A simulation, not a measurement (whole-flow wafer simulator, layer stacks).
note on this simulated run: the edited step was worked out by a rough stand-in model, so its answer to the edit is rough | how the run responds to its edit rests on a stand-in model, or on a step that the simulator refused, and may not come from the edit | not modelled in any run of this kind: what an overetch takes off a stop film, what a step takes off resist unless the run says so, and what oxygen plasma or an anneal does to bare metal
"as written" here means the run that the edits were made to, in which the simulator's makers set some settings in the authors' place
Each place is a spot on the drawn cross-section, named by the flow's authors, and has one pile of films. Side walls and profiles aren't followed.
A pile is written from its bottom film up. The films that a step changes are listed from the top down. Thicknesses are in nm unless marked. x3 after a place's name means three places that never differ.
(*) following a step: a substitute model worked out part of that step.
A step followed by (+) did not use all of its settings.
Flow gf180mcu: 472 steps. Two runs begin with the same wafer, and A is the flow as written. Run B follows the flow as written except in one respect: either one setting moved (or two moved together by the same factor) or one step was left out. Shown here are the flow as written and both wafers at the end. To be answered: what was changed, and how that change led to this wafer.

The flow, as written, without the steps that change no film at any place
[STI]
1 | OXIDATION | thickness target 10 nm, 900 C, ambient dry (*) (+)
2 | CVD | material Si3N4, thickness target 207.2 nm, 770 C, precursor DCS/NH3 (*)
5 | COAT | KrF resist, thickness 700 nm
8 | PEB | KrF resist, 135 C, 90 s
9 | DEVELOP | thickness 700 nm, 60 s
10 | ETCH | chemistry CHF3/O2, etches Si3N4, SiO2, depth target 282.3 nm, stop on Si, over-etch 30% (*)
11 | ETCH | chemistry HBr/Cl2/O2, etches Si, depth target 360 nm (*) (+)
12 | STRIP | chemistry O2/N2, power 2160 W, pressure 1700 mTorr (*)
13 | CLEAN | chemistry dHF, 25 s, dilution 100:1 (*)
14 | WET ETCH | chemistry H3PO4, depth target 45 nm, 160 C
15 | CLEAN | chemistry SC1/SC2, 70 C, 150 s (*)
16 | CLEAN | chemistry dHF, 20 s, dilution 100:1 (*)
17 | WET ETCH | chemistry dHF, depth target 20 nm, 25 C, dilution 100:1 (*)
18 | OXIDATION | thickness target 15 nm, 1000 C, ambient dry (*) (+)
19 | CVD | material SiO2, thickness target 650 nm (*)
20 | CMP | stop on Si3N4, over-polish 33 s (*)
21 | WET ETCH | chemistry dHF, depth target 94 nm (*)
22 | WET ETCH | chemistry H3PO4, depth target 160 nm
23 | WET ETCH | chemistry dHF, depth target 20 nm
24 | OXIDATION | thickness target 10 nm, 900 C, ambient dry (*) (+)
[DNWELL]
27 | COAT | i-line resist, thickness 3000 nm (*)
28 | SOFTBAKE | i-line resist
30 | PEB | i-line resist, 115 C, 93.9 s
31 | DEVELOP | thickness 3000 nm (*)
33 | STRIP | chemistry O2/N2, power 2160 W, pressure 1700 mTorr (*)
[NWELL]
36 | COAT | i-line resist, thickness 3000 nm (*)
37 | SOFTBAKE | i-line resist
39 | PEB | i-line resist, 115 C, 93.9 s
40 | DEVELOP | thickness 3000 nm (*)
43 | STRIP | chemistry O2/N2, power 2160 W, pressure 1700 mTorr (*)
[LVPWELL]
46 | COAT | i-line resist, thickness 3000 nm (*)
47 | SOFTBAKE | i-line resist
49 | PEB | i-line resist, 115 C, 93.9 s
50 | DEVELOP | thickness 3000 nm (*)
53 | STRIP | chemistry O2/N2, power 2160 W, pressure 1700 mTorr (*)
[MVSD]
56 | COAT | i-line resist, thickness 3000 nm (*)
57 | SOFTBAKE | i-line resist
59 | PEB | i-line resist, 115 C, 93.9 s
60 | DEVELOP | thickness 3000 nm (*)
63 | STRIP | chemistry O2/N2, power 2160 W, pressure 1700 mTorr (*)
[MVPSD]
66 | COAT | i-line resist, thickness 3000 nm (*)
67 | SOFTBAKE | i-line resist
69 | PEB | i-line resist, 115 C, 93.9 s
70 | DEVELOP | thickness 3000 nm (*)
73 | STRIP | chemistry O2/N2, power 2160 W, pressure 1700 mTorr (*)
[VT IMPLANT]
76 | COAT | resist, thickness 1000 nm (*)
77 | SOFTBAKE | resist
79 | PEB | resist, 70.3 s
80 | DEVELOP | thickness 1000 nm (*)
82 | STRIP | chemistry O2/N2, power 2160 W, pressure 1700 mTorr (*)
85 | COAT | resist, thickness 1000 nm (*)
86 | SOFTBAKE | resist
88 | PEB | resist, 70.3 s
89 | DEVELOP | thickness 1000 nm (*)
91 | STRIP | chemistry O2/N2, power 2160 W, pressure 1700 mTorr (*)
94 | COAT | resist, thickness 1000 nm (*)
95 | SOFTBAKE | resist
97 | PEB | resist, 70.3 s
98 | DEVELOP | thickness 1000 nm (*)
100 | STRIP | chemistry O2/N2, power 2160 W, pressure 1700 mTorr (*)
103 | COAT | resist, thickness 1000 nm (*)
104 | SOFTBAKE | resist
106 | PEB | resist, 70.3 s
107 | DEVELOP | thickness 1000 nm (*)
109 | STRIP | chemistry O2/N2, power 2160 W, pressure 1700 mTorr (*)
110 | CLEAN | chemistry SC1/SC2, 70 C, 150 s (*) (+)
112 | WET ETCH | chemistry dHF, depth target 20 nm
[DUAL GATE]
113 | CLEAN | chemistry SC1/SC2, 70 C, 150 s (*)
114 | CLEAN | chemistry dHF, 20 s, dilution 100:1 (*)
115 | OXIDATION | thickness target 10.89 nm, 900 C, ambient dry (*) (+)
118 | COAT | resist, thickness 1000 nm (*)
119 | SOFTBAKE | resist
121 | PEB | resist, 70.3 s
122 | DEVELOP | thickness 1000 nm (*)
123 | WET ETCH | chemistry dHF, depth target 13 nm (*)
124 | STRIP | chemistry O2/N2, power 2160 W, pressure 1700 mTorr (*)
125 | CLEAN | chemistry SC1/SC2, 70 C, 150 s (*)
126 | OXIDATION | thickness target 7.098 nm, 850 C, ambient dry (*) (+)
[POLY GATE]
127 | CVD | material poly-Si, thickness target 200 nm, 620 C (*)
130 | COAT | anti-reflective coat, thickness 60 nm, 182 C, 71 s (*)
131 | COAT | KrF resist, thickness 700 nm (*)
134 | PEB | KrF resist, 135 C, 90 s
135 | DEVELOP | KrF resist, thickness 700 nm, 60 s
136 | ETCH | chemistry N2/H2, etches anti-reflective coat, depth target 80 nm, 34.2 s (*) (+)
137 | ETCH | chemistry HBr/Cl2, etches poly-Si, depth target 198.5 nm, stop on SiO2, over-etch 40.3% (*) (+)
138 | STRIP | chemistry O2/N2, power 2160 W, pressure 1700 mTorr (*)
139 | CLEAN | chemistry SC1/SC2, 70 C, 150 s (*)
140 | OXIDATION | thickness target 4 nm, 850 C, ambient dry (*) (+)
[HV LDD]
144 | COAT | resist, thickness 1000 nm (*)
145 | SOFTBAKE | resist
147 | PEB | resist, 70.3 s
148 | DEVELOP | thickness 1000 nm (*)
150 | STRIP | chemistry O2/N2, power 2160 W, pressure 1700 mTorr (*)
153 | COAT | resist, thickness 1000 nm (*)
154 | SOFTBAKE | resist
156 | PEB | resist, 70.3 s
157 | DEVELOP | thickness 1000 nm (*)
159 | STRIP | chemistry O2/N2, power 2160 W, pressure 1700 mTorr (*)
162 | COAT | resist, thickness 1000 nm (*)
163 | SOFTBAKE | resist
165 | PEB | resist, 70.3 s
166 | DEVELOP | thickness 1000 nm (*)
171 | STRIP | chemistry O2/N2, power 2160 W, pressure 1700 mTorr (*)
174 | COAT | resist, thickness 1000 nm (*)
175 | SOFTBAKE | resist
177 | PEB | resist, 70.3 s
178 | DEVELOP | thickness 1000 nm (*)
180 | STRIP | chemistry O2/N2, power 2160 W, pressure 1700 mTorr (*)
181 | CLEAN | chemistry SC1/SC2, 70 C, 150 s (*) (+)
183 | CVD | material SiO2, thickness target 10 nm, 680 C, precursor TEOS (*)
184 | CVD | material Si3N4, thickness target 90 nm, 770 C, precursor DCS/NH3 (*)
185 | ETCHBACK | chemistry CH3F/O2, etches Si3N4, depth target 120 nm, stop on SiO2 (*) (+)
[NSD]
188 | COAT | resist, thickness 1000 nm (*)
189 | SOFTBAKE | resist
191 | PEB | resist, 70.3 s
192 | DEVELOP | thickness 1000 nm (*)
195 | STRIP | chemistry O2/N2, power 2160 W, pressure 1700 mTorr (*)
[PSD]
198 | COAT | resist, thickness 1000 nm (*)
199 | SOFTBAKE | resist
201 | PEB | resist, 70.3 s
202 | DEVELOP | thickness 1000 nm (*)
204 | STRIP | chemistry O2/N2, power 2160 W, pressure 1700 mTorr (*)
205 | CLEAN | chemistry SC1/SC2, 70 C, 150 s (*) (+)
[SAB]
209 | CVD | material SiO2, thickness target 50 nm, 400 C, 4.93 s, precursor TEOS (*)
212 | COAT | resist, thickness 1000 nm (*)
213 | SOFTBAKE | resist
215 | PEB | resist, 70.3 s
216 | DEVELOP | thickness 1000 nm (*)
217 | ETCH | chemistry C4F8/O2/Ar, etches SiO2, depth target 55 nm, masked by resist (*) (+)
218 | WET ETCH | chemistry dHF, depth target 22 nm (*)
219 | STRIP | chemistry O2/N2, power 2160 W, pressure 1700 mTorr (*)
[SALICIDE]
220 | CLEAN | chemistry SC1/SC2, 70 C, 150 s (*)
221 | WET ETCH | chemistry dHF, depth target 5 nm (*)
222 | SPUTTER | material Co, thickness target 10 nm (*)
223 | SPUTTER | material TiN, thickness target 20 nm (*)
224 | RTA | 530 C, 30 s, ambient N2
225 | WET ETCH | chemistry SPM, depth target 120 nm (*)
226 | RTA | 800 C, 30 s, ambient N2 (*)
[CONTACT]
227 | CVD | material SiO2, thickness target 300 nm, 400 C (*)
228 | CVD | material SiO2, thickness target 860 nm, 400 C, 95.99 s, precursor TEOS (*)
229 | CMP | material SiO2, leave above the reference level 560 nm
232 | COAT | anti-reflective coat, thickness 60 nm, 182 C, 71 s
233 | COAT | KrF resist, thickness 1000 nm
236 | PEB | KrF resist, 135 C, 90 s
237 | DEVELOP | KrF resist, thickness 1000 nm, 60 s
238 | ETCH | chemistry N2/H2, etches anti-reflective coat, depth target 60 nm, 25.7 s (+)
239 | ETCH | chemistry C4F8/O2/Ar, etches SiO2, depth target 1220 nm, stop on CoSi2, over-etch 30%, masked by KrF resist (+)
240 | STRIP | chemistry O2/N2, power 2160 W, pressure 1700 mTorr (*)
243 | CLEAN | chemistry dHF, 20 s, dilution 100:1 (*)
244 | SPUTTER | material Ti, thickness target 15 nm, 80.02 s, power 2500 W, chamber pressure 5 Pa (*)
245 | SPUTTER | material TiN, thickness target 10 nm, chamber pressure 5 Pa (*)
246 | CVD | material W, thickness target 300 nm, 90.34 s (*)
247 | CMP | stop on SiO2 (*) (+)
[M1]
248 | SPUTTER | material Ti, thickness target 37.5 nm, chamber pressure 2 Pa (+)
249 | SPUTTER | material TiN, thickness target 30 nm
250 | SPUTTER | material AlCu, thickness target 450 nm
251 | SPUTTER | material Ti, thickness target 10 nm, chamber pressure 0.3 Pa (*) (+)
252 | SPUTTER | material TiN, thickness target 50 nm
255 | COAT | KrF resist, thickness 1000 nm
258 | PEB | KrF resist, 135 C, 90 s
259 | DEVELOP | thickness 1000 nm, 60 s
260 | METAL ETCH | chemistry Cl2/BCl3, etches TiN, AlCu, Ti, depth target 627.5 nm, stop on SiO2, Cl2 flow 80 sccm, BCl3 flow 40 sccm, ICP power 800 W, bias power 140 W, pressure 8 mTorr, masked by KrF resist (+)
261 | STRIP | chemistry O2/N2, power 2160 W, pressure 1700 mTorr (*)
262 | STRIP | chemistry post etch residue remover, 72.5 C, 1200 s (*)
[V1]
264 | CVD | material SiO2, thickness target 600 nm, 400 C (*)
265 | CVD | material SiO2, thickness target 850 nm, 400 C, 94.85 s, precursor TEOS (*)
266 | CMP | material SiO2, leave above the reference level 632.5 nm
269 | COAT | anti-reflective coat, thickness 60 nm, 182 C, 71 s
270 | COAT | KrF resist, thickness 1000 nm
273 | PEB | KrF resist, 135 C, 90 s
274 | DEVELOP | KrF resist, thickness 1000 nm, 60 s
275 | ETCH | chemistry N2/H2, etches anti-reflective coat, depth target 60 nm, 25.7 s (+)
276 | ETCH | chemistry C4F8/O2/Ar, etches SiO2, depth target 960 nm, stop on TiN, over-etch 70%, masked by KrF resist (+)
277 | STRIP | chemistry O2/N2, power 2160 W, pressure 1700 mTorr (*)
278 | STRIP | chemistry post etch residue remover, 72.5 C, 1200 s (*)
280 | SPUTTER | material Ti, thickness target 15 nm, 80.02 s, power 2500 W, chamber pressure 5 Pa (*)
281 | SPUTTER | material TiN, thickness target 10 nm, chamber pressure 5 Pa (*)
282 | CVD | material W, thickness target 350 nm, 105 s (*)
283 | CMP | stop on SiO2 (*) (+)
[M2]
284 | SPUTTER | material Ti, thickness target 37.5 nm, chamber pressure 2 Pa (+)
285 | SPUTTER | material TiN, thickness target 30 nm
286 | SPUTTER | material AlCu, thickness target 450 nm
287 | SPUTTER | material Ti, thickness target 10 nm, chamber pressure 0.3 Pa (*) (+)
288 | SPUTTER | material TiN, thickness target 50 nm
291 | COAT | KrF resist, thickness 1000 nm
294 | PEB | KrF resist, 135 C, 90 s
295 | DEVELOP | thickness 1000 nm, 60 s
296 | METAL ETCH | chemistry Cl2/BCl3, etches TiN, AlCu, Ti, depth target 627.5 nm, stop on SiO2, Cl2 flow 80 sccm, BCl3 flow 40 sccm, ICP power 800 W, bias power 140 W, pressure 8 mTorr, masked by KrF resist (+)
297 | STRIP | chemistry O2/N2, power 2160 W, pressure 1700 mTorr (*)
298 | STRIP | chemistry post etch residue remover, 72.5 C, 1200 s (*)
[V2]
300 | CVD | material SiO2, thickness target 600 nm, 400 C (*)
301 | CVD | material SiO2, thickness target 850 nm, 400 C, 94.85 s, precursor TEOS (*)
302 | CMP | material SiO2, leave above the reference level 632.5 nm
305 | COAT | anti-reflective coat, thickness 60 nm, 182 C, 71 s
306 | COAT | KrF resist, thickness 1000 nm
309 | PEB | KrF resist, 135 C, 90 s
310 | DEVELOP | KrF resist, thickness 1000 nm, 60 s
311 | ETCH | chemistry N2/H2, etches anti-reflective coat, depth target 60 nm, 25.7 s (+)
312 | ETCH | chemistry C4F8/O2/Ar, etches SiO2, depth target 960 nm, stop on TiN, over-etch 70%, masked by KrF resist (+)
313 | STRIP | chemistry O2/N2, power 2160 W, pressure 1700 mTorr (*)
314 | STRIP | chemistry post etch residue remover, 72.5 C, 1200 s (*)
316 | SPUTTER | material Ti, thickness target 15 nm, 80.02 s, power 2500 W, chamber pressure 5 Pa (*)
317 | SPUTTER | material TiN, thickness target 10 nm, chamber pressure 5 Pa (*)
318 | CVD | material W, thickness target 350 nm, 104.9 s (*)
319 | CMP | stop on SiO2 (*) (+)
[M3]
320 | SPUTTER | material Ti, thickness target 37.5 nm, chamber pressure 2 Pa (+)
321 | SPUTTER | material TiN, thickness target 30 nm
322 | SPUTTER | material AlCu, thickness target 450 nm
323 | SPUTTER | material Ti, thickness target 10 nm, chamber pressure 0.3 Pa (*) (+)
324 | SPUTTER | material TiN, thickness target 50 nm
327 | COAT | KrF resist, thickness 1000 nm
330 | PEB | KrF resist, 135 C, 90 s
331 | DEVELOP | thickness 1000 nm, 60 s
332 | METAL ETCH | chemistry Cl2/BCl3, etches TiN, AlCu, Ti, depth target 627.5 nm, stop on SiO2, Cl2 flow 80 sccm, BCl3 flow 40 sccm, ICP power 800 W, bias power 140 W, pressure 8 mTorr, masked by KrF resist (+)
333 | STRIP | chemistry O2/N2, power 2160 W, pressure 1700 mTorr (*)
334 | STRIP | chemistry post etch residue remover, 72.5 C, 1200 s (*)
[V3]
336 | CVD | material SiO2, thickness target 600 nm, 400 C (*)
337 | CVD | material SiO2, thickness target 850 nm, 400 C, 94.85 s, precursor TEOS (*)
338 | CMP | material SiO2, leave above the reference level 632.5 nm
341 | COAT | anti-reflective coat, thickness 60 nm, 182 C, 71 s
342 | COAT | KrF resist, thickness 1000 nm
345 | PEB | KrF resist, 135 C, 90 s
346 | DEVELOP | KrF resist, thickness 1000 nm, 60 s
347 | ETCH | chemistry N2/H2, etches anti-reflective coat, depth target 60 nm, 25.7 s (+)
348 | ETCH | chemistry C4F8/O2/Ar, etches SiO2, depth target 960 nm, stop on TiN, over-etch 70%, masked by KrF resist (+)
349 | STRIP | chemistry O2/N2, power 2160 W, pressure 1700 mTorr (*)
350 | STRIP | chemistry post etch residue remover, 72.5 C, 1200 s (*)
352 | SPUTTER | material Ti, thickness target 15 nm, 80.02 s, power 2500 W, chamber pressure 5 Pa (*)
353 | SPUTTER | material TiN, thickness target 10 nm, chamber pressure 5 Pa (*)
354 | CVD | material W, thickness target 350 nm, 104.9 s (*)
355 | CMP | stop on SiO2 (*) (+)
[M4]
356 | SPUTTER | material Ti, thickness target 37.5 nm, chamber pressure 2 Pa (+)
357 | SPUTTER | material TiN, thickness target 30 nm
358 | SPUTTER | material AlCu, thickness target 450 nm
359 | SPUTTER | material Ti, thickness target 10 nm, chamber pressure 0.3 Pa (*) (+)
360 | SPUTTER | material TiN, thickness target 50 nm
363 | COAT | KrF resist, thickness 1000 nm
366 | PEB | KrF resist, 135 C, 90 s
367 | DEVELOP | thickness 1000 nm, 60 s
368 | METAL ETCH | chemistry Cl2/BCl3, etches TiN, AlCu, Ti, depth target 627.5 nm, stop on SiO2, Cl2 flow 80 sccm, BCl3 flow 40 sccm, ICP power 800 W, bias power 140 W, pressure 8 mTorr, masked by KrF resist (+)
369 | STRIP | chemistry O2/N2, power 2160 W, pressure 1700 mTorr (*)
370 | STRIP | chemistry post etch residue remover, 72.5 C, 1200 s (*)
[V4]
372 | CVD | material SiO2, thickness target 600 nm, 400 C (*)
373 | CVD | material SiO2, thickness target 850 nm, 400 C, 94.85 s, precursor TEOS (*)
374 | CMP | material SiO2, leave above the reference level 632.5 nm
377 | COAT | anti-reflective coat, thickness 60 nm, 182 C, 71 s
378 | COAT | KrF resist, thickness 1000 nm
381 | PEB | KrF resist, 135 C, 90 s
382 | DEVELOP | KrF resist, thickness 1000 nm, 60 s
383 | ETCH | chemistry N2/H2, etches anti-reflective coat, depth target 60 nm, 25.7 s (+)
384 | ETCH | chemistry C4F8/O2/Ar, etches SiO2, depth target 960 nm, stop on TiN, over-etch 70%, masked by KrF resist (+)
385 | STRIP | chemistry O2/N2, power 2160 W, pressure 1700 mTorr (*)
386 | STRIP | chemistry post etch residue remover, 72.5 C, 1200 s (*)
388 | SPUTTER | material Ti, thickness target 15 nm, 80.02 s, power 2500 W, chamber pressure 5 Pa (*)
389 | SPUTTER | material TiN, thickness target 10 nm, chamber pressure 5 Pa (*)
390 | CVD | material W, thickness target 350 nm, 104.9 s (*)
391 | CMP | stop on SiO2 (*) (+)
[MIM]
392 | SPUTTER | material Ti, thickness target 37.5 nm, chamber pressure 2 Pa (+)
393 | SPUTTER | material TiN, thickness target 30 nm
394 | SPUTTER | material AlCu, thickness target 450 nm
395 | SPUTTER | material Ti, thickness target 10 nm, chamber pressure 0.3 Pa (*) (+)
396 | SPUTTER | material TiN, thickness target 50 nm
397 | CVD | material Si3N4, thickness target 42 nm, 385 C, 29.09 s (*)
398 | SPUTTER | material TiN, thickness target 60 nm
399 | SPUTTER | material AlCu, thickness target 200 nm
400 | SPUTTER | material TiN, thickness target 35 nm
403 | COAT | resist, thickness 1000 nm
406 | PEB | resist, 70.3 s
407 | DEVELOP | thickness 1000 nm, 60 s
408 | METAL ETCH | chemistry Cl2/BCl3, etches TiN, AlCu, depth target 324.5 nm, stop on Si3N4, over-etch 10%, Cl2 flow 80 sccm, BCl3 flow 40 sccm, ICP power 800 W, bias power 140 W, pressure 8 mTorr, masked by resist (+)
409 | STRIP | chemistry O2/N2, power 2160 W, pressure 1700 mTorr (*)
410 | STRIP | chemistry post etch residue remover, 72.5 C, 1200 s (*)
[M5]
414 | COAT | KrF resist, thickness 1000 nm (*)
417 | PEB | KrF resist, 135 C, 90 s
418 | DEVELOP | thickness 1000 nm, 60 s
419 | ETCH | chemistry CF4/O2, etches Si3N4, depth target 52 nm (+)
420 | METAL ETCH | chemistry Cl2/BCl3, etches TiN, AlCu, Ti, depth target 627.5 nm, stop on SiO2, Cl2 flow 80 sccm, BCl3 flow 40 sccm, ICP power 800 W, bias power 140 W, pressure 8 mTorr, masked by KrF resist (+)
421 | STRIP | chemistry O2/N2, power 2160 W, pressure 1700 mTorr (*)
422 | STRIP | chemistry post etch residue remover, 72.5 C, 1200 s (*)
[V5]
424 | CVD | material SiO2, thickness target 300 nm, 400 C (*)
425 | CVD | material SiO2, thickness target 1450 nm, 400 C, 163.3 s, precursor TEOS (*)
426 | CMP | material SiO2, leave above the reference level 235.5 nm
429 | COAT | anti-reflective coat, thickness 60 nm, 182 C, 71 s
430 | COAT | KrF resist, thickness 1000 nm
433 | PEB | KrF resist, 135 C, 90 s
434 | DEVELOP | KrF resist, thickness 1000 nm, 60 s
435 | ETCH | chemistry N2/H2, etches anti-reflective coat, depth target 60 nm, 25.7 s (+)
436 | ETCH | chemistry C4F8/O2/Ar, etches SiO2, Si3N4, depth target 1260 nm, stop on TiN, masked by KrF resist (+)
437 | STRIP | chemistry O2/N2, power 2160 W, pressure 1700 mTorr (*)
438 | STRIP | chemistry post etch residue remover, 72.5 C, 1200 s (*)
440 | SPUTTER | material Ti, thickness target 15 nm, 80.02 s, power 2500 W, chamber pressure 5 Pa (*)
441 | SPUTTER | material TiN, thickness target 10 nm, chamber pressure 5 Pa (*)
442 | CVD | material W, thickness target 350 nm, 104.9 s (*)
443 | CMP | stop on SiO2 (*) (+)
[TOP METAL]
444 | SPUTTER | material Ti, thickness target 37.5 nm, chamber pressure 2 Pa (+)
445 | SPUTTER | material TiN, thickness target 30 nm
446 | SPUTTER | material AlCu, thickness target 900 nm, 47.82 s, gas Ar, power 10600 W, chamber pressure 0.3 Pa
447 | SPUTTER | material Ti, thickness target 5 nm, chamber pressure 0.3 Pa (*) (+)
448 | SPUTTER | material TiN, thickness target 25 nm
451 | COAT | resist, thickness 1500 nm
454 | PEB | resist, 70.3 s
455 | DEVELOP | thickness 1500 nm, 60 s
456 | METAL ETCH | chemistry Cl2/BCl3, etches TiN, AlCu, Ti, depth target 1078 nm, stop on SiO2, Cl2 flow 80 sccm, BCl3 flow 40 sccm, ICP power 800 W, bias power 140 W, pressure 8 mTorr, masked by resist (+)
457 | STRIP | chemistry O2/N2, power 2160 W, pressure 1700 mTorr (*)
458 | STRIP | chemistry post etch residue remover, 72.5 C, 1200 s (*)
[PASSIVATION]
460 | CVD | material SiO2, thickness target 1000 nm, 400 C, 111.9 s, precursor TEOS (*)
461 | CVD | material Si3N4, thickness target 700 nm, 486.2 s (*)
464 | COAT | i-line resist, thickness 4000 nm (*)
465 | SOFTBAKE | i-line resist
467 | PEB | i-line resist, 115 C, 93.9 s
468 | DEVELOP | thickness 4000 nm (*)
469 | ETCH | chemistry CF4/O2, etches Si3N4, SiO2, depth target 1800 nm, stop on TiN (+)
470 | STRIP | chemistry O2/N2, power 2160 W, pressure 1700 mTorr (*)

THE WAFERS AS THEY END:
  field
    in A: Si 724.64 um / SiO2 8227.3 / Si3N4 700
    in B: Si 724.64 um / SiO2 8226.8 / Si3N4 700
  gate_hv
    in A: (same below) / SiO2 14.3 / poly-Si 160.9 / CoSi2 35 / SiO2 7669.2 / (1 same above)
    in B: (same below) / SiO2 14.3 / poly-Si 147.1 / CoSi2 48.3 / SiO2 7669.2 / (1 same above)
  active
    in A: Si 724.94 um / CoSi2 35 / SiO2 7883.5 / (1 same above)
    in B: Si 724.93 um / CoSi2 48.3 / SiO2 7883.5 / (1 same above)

The reason: step 222, SPUTTER: thickness target 13.8 nm was run, though the flow has thickness target 10 nm.

Step by step, how the change led to this:
  222 | SPUTTER | material Co, thickness target 10 nm (*)
      field, field__w7, field__w8 and 72 more: A +10 Co (new film) | B +13.8 Co (new film)
      field__w6, field_sub, field_sub__w2: A +9.95 Co (new film) | B +13.7 Co (new film)
      (also at 33 further places)
  223 | SPUTTER | material TiN, thickness target 20 nm (*)
      field__w12: A +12 TiN (new film) | B +12.6 TiN (new film)
  224 | RTA | 530 C, 30 s, ambient N2
      gate, gate_hv, gate_p and 22 more: A under 1 film: +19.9 CoSi (new film), -10 Co (all of it), -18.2 poly-Si | B under 1 film: +27.4 CoSi (new film), -13.8 Co (all of it), -25.1 poly-Si
      active, p_well, sd_n and 11 more: A under 1 film: +19.9 CoSi (new film), -10 Co (all of it), -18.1 Si | B under 1 film: +27.4 CoSi (new film), -13.8 Co (all of it), -25 Si
      (also at 10 further places)
  225 | WET ETCH | chemistry SPM, depth target 120 nm (*)
      field, field__w7, field__w8 and 32 more: A -20 TiN (all of it), -10 Co (all of it) | B -20 TiN (all of it), -13.8 Co (all of it)
      field__w9, nw_enc_fld_lv__w3: A -19.1 TiN (all of it), -9.6 Co (all of it) | B -19.1 TiN (all of it), -13.3 Co (all of it)
      (also at 25 further places)
  226 | RTA | 800 C, 30 s, ambient N2 (*)
      gate, gate_hv, gate_p and 22 more: A +35 CoSi2 (new film), -19.9 CoSi (all of it), -18.2 poly-Si | B +48.3 CoSi2 (new film), -27.4 CoSi (all of it), -25.1 poly-Si
      active, p_well, sd_n and 11 more: A +35 CoSi2 (new film), -19.9 CoSi (all of it), -18.1 Si | B +48.3 CoSi2 (new film), -27.4 CoSi (all of it), -25 Si
      (also at 10 further places)
